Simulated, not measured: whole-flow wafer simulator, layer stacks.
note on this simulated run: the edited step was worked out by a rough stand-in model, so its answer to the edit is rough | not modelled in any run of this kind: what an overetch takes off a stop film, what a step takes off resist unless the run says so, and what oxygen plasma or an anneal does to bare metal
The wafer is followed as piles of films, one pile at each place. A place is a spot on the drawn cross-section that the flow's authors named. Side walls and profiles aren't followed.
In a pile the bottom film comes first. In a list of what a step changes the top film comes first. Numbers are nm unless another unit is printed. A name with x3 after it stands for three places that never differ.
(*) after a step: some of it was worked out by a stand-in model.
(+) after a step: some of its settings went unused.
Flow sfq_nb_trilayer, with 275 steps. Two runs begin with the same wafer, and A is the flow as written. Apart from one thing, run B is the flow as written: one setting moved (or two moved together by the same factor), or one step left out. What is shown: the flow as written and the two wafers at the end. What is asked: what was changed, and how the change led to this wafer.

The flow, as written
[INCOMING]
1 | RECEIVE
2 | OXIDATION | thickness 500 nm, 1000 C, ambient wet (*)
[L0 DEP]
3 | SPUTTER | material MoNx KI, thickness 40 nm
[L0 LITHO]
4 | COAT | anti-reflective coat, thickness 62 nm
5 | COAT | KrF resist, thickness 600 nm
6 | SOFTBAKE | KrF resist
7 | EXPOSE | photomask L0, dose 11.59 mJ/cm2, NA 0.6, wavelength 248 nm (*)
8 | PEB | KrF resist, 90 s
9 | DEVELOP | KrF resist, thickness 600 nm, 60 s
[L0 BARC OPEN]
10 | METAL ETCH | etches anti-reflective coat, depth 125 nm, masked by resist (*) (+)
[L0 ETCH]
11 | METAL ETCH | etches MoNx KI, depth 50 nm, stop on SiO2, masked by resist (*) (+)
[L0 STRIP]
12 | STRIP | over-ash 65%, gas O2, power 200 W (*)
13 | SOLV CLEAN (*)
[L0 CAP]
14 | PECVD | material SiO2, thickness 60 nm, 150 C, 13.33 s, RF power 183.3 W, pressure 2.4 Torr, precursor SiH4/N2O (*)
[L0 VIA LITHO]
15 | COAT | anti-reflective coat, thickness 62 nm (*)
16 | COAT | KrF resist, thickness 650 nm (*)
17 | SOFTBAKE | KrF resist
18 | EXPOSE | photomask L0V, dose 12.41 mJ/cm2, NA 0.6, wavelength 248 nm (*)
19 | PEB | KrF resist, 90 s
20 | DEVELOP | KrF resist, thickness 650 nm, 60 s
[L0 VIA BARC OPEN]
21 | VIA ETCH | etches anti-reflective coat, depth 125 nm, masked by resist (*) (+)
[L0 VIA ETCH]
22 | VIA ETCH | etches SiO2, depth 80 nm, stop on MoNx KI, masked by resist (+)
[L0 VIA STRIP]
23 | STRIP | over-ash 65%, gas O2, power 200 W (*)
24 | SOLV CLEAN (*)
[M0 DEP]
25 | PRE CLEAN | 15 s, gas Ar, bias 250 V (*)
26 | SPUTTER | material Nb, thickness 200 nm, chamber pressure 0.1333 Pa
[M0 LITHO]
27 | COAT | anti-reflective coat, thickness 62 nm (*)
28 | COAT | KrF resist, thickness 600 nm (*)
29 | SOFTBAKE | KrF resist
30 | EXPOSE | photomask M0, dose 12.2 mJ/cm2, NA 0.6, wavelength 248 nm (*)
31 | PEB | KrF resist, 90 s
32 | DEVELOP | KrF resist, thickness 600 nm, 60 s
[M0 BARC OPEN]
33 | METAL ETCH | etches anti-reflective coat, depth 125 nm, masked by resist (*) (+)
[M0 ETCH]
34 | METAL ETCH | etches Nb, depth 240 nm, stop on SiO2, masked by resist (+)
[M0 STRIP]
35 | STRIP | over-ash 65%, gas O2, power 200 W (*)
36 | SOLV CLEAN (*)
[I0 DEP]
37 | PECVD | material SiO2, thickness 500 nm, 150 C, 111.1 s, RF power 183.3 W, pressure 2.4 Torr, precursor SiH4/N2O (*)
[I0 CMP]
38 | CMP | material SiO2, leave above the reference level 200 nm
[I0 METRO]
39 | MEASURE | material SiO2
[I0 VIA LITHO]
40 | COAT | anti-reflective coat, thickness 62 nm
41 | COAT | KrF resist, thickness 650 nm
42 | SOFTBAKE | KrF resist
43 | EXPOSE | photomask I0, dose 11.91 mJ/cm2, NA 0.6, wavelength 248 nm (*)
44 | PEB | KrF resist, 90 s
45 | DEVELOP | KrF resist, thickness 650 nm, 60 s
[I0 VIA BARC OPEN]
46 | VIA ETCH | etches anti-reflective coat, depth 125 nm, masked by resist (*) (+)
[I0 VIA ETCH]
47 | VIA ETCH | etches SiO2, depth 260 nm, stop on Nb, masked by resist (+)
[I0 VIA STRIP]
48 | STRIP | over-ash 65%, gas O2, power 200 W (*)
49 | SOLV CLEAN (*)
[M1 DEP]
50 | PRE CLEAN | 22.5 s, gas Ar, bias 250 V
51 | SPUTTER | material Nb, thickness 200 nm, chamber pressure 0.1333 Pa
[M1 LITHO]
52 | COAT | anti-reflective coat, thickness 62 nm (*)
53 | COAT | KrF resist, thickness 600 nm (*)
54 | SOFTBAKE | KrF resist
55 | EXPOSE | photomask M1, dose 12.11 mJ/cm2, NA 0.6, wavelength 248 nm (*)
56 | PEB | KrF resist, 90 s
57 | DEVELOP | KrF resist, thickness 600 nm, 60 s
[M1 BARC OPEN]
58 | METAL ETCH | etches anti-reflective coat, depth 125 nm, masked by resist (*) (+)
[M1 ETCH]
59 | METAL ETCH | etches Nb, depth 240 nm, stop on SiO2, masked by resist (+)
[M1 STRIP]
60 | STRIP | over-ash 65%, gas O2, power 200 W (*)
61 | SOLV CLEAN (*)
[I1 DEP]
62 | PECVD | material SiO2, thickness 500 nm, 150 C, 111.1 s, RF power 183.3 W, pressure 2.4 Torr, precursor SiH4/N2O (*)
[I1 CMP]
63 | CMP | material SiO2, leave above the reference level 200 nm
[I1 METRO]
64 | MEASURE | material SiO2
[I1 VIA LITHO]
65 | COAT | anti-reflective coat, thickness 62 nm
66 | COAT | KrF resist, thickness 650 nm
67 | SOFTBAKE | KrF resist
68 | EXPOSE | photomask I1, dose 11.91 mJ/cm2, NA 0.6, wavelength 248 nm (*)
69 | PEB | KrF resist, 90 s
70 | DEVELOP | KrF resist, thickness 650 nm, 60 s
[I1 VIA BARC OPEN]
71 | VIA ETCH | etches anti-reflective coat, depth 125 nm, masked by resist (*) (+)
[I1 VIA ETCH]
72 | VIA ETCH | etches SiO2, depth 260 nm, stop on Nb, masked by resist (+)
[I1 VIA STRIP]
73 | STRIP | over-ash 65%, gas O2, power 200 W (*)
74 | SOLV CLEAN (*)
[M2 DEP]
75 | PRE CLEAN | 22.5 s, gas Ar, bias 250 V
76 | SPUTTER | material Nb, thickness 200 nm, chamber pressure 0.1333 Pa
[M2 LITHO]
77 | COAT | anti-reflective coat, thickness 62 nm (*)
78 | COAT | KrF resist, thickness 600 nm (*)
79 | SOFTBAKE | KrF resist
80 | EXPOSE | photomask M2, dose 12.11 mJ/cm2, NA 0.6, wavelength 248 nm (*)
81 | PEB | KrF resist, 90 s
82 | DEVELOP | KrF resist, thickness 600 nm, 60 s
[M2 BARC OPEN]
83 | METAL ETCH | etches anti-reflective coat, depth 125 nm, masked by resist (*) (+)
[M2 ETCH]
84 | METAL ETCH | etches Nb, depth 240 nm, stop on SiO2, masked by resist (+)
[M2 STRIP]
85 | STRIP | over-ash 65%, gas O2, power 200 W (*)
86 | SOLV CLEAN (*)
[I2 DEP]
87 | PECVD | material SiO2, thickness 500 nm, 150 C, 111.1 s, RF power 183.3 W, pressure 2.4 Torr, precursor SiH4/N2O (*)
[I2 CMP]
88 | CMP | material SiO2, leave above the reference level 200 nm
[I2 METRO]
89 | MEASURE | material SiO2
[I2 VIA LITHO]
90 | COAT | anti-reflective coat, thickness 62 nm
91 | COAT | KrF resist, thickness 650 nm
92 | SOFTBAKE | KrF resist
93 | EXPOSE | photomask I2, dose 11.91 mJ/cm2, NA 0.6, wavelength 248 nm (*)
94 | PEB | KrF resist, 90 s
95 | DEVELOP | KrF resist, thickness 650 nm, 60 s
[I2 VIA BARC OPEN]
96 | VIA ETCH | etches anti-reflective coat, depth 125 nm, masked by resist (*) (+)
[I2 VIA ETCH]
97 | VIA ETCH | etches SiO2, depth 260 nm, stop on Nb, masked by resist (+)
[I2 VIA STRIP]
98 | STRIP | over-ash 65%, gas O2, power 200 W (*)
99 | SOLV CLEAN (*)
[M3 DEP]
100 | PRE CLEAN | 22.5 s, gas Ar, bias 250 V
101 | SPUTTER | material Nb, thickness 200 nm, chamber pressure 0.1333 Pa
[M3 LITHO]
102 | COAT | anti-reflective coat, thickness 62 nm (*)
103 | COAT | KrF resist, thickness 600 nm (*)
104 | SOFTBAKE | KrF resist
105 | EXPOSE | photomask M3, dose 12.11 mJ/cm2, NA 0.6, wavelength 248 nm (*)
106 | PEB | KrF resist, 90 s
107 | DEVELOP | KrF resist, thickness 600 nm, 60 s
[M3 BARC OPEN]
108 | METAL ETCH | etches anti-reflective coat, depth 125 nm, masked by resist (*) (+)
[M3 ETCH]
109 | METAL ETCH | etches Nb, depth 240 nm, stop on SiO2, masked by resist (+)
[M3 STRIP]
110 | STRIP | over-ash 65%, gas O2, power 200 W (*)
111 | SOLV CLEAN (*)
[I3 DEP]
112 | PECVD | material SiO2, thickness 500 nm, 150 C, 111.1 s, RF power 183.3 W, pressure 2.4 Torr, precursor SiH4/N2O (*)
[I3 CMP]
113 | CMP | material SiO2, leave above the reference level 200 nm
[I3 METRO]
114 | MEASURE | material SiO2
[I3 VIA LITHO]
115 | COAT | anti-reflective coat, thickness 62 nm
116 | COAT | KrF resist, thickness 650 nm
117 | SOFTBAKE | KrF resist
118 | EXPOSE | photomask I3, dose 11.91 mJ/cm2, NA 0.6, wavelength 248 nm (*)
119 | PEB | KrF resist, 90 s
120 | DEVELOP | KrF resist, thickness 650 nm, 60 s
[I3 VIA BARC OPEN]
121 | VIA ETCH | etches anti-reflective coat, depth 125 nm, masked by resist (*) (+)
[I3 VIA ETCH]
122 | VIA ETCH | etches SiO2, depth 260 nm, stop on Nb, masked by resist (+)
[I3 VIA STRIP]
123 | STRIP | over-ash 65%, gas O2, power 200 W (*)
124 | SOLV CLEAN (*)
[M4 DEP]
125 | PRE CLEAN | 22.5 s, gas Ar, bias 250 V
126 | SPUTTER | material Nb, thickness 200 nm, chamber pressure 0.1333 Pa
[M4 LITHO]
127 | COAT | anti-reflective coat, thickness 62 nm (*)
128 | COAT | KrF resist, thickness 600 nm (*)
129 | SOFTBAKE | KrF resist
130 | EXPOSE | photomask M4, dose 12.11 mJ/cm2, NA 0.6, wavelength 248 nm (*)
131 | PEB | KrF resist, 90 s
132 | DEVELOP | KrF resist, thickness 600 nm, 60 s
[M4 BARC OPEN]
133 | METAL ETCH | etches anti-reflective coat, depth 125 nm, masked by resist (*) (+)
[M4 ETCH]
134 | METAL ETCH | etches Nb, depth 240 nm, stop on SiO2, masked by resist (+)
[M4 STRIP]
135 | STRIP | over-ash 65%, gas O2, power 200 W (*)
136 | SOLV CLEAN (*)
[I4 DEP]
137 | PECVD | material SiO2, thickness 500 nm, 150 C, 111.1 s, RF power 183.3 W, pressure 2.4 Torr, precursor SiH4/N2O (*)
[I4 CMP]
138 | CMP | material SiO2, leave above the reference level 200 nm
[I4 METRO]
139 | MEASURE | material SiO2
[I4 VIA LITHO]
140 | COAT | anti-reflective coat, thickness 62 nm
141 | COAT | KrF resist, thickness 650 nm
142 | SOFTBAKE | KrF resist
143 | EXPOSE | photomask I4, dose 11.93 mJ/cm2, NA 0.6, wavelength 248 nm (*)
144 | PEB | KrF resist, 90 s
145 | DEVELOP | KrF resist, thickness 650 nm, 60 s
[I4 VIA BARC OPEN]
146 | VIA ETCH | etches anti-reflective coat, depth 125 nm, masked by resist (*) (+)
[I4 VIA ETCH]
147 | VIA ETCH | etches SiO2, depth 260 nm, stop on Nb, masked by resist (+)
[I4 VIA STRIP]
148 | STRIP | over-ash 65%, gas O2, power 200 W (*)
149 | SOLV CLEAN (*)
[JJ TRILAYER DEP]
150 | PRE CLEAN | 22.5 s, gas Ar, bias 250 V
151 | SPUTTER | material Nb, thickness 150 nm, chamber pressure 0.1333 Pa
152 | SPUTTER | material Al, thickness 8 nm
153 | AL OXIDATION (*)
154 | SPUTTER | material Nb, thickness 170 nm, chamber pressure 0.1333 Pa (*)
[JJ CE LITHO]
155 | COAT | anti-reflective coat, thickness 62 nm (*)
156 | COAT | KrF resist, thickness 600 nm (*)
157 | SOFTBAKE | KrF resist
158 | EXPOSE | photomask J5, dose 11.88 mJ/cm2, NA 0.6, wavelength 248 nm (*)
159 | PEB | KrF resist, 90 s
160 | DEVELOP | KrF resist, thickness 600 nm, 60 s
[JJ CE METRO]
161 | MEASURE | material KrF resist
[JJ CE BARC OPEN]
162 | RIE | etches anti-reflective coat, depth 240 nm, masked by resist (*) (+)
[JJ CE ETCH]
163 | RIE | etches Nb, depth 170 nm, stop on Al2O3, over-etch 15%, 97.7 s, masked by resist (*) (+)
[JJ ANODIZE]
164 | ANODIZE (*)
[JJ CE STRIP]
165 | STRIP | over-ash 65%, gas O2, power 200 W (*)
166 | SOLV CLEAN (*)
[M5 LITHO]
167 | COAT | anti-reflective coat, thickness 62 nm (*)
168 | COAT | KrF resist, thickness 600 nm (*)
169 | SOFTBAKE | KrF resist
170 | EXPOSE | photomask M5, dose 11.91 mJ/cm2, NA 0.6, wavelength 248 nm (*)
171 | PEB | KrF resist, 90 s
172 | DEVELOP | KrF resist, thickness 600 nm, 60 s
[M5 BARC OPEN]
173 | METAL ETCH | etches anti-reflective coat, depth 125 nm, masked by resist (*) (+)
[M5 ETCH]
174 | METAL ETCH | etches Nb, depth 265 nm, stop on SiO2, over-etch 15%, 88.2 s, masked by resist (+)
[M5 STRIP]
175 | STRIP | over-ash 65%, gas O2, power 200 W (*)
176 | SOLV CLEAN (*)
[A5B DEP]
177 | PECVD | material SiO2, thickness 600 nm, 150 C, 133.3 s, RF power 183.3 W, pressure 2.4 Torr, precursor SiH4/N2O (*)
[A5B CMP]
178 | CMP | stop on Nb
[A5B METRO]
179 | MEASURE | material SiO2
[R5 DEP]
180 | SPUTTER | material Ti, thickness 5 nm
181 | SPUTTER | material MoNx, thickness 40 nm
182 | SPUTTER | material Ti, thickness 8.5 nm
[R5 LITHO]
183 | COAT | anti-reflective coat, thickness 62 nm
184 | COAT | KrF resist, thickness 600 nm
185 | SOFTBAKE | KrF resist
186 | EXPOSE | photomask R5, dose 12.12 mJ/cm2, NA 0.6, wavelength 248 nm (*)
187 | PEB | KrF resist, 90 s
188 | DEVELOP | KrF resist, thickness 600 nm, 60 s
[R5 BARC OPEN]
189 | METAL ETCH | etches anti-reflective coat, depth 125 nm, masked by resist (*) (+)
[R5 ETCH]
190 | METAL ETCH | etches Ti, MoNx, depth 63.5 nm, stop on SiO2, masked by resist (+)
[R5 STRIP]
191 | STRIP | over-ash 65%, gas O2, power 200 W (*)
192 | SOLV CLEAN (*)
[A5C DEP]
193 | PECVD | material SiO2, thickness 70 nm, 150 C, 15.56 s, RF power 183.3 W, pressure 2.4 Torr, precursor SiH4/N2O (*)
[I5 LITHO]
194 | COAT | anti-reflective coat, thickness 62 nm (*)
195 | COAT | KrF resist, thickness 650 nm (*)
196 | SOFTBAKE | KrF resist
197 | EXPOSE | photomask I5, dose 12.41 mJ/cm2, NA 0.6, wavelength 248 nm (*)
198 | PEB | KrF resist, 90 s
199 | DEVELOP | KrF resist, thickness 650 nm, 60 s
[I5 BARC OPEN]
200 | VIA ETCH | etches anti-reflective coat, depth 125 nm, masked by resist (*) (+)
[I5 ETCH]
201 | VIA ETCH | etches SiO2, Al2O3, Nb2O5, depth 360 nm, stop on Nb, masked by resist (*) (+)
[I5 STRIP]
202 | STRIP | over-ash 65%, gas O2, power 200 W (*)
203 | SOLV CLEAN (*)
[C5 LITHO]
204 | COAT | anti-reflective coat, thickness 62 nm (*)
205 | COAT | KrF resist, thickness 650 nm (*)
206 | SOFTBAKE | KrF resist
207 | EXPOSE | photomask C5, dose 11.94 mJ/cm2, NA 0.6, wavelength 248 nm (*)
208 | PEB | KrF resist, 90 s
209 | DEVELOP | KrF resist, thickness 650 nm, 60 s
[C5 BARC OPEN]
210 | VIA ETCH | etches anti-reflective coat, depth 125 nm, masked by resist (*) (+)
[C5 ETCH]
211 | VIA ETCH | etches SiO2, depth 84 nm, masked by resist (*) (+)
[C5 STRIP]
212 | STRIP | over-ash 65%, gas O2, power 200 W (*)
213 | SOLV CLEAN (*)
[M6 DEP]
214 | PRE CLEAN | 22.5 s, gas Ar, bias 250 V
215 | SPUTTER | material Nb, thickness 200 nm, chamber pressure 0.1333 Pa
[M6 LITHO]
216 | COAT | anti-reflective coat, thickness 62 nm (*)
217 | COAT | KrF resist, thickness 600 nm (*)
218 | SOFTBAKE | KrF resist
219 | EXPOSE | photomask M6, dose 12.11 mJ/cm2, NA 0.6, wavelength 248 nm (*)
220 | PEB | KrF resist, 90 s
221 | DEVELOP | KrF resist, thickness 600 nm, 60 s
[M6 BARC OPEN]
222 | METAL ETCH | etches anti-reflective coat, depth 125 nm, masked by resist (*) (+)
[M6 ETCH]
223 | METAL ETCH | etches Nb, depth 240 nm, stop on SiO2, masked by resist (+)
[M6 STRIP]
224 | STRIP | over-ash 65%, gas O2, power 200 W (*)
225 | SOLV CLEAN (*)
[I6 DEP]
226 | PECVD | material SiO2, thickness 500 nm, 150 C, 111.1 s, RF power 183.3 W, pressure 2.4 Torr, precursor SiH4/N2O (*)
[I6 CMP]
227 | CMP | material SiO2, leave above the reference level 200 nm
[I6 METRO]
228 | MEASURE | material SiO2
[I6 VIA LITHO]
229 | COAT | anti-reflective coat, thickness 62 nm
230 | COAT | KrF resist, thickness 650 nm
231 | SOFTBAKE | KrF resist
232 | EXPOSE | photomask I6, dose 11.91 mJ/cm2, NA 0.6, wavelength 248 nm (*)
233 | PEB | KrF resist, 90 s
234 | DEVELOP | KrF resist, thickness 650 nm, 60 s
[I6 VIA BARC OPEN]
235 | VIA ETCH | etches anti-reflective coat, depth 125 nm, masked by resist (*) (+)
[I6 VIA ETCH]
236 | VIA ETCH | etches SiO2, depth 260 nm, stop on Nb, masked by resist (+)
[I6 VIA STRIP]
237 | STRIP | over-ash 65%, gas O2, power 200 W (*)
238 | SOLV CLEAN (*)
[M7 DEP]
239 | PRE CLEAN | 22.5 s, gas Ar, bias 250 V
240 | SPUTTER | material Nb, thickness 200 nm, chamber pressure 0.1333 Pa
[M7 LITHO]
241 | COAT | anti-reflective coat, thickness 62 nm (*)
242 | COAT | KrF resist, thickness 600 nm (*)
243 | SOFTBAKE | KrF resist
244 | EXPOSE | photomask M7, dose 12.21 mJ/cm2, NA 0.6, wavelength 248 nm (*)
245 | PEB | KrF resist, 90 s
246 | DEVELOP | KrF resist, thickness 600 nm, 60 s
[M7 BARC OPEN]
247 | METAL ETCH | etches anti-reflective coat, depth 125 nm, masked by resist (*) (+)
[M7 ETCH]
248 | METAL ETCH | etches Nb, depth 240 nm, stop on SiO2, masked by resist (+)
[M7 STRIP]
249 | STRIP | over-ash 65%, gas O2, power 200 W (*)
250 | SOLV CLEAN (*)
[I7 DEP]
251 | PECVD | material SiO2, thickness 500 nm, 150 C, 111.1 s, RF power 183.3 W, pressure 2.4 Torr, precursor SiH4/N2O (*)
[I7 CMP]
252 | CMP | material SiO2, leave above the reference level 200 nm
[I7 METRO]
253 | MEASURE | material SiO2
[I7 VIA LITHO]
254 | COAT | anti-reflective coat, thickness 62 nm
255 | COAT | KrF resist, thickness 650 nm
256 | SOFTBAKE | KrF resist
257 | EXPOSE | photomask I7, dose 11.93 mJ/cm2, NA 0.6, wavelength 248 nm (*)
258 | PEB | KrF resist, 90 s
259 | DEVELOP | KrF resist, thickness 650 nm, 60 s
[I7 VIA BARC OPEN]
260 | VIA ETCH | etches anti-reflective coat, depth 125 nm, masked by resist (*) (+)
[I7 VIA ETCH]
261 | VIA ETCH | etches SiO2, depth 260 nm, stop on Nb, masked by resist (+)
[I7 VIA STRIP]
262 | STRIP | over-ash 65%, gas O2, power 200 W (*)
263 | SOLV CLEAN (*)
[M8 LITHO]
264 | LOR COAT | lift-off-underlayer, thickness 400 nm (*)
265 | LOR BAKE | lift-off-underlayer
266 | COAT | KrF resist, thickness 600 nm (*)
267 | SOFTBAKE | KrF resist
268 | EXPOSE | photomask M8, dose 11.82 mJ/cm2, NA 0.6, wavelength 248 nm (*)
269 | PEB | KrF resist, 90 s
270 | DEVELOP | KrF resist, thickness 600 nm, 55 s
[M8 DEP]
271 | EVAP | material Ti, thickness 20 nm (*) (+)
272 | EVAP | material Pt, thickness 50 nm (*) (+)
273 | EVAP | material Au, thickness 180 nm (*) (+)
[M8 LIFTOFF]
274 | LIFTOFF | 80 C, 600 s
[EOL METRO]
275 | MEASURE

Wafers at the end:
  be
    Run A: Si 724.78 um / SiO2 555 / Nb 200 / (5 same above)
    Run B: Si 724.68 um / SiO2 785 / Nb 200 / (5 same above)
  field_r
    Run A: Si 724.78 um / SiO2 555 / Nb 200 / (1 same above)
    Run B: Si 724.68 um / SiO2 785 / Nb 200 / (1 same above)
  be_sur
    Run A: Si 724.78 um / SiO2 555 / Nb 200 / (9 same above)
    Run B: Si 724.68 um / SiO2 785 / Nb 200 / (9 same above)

The reason: step 2, OXIDATION: thickness 730 nm was run, though the flow has thickness 500 nm.

The path from the change to this, step by step:
  2 | OXIDATION | thickness 500 nm, 1000 C, ambient wet (*)
      field_l, v_sur, via_wl and 103 more: A SiO2 gains 500 (new film), chemical SiO2 loses 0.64 (all of it), Si loses 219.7 | B SiO2 gains 730 (new film), chemical SiO2 loses 0.64 (all of it), Si loses 320.9
